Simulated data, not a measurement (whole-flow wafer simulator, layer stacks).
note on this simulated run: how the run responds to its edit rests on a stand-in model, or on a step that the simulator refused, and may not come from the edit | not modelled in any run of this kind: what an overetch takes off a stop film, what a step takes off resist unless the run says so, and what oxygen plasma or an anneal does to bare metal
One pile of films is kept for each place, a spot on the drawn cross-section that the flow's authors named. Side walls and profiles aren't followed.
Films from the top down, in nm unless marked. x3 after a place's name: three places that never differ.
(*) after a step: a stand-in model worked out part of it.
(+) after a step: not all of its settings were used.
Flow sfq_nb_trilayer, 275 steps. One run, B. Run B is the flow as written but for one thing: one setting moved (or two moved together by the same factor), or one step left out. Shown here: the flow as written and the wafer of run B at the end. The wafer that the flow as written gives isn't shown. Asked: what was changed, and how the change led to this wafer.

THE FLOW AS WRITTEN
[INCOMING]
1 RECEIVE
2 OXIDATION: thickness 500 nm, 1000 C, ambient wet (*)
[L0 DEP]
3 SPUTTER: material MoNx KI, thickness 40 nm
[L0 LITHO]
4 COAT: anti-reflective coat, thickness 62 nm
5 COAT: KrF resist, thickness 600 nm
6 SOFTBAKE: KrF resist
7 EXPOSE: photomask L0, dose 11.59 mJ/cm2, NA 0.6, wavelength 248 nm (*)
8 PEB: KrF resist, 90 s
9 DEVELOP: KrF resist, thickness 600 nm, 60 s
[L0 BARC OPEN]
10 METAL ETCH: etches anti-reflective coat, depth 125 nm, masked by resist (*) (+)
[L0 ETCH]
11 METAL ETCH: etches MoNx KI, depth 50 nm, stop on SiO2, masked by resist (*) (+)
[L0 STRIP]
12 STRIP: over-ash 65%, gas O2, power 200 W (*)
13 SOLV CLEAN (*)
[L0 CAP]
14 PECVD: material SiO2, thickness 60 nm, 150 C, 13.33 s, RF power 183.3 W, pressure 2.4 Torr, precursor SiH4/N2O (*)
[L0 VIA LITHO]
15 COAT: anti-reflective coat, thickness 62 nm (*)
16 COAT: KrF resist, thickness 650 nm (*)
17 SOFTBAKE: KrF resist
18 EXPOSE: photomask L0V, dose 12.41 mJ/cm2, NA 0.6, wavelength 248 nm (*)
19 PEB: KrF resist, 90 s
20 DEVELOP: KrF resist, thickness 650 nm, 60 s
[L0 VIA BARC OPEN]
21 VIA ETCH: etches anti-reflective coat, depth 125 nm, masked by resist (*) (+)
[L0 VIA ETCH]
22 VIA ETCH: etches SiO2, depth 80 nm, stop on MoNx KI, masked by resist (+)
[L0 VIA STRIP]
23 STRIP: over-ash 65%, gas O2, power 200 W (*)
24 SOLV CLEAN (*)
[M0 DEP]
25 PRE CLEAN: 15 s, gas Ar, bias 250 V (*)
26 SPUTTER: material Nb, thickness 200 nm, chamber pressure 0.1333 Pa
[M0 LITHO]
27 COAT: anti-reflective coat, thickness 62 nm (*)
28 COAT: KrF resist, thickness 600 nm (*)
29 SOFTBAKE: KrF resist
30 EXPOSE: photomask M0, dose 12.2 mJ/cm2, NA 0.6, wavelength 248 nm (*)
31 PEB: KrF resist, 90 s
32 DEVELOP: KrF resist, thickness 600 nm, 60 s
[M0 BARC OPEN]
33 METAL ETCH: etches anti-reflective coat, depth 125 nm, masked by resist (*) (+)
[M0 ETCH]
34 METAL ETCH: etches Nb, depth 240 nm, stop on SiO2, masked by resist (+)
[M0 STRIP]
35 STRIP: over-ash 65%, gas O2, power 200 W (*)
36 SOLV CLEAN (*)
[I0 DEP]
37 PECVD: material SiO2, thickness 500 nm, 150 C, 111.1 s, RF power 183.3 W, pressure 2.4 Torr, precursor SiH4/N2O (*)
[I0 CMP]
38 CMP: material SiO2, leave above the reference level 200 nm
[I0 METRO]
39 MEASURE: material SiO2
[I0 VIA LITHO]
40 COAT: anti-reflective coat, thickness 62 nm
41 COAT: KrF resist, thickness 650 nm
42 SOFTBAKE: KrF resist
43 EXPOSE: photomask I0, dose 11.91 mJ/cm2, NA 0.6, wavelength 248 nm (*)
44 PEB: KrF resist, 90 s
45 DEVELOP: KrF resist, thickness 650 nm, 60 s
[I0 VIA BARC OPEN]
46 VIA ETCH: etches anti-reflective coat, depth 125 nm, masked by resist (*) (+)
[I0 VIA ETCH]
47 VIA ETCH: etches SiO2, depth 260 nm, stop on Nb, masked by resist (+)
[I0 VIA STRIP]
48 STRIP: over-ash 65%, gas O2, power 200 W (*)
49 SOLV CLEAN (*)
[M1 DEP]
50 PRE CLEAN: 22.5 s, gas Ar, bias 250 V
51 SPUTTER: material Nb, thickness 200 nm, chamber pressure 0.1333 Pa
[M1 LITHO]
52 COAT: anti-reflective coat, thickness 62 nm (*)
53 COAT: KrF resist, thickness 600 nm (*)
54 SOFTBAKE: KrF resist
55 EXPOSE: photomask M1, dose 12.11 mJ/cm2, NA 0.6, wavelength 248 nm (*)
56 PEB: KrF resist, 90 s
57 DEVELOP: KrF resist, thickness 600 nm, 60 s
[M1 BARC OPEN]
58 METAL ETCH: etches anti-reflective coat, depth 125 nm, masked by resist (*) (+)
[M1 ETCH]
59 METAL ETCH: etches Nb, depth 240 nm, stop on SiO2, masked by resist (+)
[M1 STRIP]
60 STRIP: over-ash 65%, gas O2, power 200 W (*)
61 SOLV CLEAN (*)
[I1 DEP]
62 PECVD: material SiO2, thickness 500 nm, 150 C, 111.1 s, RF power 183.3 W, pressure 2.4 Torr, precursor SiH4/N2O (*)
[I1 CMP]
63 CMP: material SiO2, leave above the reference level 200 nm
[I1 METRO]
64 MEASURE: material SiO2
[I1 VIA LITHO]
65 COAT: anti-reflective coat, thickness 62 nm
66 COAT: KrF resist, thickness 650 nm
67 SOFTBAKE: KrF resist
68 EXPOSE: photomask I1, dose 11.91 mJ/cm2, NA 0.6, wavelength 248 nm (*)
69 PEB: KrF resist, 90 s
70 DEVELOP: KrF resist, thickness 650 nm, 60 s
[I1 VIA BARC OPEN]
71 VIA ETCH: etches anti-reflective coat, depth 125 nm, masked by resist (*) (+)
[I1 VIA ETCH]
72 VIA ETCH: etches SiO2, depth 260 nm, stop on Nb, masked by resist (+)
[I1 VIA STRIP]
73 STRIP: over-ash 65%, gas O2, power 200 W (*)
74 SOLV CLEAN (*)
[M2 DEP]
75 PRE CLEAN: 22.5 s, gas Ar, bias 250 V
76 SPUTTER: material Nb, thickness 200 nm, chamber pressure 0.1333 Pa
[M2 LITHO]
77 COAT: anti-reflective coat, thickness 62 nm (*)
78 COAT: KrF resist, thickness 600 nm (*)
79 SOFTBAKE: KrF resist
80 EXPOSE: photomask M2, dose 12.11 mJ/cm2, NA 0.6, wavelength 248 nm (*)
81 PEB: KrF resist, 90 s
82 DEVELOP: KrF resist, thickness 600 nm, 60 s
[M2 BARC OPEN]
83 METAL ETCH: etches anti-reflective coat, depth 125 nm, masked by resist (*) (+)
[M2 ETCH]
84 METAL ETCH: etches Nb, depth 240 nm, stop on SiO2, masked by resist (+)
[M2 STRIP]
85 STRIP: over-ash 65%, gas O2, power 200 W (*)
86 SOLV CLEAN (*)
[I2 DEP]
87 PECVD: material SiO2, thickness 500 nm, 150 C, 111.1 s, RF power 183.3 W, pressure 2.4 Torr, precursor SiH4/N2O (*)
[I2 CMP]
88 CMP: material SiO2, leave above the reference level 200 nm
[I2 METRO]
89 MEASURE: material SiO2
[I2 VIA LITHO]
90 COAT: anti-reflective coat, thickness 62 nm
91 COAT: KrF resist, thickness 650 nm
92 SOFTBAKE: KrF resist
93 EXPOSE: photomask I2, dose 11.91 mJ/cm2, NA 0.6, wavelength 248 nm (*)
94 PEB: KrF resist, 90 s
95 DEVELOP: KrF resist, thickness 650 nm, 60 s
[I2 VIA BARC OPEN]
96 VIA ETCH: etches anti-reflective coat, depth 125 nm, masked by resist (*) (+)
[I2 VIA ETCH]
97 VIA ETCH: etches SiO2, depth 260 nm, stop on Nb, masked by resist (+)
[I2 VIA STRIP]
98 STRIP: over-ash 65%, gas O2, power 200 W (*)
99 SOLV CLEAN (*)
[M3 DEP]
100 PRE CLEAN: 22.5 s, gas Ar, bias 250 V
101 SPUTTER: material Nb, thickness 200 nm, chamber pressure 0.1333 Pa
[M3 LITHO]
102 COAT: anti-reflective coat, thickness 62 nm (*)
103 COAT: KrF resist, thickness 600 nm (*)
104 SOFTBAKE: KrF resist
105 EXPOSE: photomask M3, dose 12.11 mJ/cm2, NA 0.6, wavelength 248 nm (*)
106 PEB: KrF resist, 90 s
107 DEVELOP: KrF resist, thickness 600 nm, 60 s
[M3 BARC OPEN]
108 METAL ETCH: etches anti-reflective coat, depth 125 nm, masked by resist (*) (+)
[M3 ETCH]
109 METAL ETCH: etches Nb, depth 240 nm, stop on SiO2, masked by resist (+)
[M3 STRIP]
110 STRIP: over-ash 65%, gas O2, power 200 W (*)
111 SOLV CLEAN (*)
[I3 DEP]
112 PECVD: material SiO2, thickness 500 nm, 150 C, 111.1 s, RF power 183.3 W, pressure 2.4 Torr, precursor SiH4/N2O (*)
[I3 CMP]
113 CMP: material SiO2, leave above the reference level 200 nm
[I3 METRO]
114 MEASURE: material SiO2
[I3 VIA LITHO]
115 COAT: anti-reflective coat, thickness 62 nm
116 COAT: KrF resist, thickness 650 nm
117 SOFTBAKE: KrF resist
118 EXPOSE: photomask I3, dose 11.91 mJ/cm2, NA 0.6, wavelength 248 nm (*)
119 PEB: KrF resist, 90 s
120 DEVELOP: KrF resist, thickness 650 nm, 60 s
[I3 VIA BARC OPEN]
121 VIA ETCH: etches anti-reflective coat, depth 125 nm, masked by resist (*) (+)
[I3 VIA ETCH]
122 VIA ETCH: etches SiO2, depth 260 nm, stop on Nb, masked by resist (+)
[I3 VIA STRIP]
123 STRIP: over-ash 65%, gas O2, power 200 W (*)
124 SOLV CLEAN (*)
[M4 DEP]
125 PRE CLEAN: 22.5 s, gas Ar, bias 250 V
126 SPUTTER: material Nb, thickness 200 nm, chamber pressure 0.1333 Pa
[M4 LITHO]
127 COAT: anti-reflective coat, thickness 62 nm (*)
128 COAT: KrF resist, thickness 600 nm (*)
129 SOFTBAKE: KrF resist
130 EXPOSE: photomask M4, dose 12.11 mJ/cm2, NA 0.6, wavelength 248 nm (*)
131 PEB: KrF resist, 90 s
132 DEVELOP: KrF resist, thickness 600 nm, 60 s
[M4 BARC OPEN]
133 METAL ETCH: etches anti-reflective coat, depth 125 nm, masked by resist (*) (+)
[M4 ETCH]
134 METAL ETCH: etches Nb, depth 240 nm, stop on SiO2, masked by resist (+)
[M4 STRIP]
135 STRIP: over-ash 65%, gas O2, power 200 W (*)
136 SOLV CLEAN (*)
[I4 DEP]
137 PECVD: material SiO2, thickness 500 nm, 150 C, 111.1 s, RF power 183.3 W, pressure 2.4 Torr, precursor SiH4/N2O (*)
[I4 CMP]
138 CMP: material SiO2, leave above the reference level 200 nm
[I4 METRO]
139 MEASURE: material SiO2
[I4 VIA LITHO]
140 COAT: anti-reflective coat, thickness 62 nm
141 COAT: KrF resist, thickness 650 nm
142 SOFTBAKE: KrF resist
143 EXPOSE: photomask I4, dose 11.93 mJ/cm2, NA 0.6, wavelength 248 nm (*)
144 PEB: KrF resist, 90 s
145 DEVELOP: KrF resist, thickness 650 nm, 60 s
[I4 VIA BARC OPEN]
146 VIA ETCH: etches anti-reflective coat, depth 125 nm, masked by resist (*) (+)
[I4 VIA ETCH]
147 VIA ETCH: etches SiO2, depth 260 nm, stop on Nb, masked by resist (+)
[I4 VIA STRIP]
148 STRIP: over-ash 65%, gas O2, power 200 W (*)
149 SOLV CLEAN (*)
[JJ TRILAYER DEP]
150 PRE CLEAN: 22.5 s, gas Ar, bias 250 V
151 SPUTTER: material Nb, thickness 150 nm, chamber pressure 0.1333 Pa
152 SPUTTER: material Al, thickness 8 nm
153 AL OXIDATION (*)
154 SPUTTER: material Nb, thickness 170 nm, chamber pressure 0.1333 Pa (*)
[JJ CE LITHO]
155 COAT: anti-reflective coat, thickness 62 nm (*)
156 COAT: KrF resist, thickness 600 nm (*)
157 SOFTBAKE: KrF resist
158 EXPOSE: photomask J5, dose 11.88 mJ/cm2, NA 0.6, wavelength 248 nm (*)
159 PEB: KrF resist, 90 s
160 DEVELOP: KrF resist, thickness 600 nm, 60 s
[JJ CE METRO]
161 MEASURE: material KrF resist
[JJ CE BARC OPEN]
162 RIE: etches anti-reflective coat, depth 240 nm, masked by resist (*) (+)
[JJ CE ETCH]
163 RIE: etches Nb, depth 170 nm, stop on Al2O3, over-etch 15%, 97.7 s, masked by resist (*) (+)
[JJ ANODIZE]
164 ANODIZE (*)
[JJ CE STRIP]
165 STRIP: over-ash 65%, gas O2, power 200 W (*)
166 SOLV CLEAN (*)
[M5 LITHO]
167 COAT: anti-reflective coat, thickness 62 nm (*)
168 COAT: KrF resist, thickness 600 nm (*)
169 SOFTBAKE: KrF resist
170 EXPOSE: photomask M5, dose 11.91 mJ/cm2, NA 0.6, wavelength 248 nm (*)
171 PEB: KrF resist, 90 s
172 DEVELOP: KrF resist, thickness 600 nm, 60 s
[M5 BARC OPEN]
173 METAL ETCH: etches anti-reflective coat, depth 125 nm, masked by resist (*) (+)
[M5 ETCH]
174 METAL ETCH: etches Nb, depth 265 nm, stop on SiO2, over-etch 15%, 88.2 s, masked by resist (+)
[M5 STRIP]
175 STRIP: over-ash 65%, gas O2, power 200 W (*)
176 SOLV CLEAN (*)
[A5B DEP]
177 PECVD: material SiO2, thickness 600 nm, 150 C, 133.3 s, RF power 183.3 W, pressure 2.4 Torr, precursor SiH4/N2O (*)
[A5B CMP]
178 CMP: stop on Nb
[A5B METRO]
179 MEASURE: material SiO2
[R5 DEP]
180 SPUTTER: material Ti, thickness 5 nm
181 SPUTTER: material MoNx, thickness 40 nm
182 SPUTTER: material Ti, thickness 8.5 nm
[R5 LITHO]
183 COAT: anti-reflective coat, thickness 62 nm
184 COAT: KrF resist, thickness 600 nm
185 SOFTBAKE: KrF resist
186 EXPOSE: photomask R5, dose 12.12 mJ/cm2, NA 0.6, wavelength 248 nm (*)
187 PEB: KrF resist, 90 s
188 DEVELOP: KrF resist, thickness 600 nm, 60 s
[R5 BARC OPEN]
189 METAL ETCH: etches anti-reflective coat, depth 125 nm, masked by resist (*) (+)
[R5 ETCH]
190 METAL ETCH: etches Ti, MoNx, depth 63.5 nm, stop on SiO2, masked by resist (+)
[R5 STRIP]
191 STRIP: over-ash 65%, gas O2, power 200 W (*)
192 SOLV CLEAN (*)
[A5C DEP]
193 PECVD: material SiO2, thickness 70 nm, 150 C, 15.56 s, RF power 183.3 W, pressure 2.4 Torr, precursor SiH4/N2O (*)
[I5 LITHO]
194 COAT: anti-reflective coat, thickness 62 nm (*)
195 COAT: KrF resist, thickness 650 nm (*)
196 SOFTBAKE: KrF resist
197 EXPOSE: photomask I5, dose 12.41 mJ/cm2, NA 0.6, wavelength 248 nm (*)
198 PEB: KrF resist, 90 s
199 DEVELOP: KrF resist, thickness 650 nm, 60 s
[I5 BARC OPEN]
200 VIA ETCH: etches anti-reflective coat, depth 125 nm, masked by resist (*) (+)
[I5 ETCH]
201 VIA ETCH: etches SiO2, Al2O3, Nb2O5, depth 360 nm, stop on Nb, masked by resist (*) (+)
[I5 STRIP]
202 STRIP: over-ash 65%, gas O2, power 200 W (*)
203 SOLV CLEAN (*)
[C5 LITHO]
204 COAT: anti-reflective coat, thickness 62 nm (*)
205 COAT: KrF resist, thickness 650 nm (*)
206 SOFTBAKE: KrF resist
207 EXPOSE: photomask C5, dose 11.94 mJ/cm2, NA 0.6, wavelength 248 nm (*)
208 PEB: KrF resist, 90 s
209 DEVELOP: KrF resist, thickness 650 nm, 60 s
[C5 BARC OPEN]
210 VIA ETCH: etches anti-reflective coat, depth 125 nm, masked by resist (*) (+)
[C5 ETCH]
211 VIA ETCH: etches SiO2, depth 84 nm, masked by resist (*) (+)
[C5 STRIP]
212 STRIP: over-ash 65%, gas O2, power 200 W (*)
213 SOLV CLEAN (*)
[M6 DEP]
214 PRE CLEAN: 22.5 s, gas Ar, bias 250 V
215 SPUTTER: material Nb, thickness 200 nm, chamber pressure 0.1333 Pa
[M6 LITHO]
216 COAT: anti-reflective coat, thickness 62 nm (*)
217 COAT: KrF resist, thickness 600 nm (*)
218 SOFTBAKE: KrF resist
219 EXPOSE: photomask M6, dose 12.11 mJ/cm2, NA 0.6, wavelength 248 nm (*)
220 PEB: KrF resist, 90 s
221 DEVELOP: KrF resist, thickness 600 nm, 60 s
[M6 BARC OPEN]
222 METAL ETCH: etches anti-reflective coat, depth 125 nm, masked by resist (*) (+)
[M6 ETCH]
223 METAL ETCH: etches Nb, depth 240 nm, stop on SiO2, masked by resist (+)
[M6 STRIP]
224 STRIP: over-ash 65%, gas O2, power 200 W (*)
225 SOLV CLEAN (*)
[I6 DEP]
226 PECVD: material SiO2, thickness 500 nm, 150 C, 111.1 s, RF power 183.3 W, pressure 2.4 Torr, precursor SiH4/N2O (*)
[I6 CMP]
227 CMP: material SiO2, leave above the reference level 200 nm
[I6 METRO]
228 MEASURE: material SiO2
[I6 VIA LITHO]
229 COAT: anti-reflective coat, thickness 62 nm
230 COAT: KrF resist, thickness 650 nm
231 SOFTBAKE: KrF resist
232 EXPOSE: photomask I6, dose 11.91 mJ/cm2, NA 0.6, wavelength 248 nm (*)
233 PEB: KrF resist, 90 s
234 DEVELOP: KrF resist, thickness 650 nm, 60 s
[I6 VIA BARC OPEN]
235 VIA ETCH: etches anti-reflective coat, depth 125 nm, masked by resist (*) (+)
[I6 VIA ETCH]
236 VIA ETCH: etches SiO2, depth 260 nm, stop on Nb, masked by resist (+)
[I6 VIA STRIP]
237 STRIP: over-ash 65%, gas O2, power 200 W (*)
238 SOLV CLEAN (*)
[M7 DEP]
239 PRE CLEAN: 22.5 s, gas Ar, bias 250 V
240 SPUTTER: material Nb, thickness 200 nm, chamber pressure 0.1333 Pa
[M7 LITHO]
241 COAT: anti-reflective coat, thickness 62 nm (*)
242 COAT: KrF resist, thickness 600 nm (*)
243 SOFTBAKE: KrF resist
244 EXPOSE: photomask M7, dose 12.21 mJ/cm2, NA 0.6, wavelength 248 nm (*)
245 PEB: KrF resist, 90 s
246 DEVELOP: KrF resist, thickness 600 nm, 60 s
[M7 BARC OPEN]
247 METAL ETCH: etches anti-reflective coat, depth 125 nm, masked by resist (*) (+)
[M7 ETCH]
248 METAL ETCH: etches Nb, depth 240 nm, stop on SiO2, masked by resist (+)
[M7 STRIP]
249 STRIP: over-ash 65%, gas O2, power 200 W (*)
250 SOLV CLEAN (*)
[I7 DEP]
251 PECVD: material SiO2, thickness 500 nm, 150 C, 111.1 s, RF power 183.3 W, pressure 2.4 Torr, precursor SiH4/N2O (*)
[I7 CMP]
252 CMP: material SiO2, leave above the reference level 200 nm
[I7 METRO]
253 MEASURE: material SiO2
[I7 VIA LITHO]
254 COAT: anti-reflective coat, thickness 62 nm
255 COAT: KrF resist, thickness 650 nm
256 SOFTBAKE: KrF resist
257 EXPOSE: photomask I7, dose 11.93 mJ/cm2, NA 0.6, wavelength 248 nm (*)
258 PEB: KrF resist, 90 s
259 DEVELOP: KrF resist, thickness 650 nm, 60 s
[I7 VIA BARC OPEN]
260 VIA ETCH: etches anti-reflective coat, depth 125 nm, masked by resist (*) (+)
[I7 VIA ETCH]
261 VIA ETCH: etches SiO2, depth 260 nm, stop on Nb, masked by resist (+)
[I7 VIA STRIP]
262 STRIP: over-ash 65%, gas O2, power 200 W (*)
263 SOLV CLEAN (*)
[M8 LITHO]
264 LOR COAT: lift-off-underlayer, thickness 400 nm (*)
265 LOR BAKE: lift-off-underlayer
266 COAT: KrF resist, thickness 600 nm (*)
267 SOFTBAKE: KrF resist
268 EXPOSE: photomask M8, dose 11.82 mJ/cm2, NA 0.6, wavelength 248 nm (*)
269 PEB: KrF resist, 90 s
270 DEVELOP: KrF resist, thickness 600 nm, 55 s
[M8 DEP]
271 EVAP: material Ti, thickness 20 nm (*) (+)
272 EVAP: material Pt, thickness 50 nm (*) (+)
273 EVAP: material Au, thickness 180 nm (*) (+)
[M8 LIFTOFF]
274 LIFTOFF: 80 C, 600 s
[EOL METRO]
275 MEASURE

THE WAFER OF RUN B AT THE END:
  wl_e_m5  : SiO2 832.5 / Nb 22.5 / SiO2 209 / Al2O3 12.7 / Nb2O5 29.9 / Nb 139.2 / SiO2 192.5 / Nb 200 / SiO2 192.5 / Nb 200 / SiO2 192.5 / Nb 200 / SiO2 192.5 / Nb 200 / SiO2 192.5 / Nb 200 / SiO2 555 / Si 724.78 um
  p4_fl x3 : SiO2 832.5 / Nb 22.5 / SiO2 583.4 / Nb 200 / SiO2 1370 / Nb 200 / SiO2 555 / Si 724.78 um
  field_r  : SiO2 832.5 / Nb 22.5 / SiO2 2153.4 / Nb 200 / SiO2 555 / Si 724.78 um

The cause: step 215, SPUTTER: thickness 262.5 nm was run, where the flow has thickness 200 nm.

How the change led to this, step by step:
  215 SPUTTER: material Nb, thickness 200 nm, chamber pressure 0.1333 Pa
      field_l, v_sur, via_wl and 100 more: Nb +262.5 (new film) (as written it would be: Nb +200 (new film))
      be: Nb +192.5 (as written it would be: Nb +147.3)
      (and at 2 more places)
  216 COAT: anti-reflective coat, thickness 62 nm (*)
      be: anti-reflective coat +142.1 (new film) (as written it would be: anti-reflective coat +136.7 (new film))
  223 METAL ETCH: etches Nb, depth 240 nm, stop on SiO2, masked by resist (+)
      field_l, gap, moat and 76 more: Nb -240 (as written it would be: Nb -200 (all of it))
  224 STRIP: over-ash 65%, gas O2, power 200 W (*)
      be: KrF resist -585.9 (all of it), anti-reflective coat -142.1 (all of it) (as written it would be: KrF resist -575.8 (all of it), anti-reflective coat -136.7 (all of it))
  226 PECVD: material SiO2, thickness 500 nm, 150 C, 111.1 s, RF power 183.3 W, pressure 2.4 Torr, precursor SiH4/N2O (*)
      field_l, p4_fl x3, p4_w1 x9 and 52 more: SiO2 +500 (new film) (as written it would be: SiO2 +500)
      moat, field_r, lsp_l, ln_m5, lsp_m: SiO2 +492.3 (new film) (as written it would be: SiO2 +493.6)
      (and at 10 more places)
  227 CMP: material SiO2, leave above the reference level 200 nm
      field_l, p4_fl x3, p4_w1 x9 and 49 more: SiO2 -60 (as written it would be: SiO2 -100)
      moat, field_r, lsp_l, ln_m5, lsp_m: SiO2 -52.3 (as written it would be: SiO2 -93.6)
      (and at 9 more places)
Counting metal films that touch as one body, wl_e_m5 has 7 bodies (between them, from the top down: SiO2 209 / Al2O3 12.7 / Nb2O5 29.9; SiO2 192.5; SiO2 192.5; SiO2 192.5; SiO2 192.5; SiO2 192.5); the flow as written gives 6 bodies (between them, from the top down: SiO2 192.5; SiO2 192.5; SiO2 192.5; SiO2 192.5; SiO2 192.5).
Counting metal films that touch as one body, p4_fl x3 has 3 bodies (between them, from the top down: SiO2 583.4; SiO2 1370); the flow as written gives 2 bodies (between them, from the top down: SiO2 1370).
Counting metal films that touch as one body, field_r has 2 bodies (between them, from the top down: SiO2 2153.4); the flow as written gives 1 body.
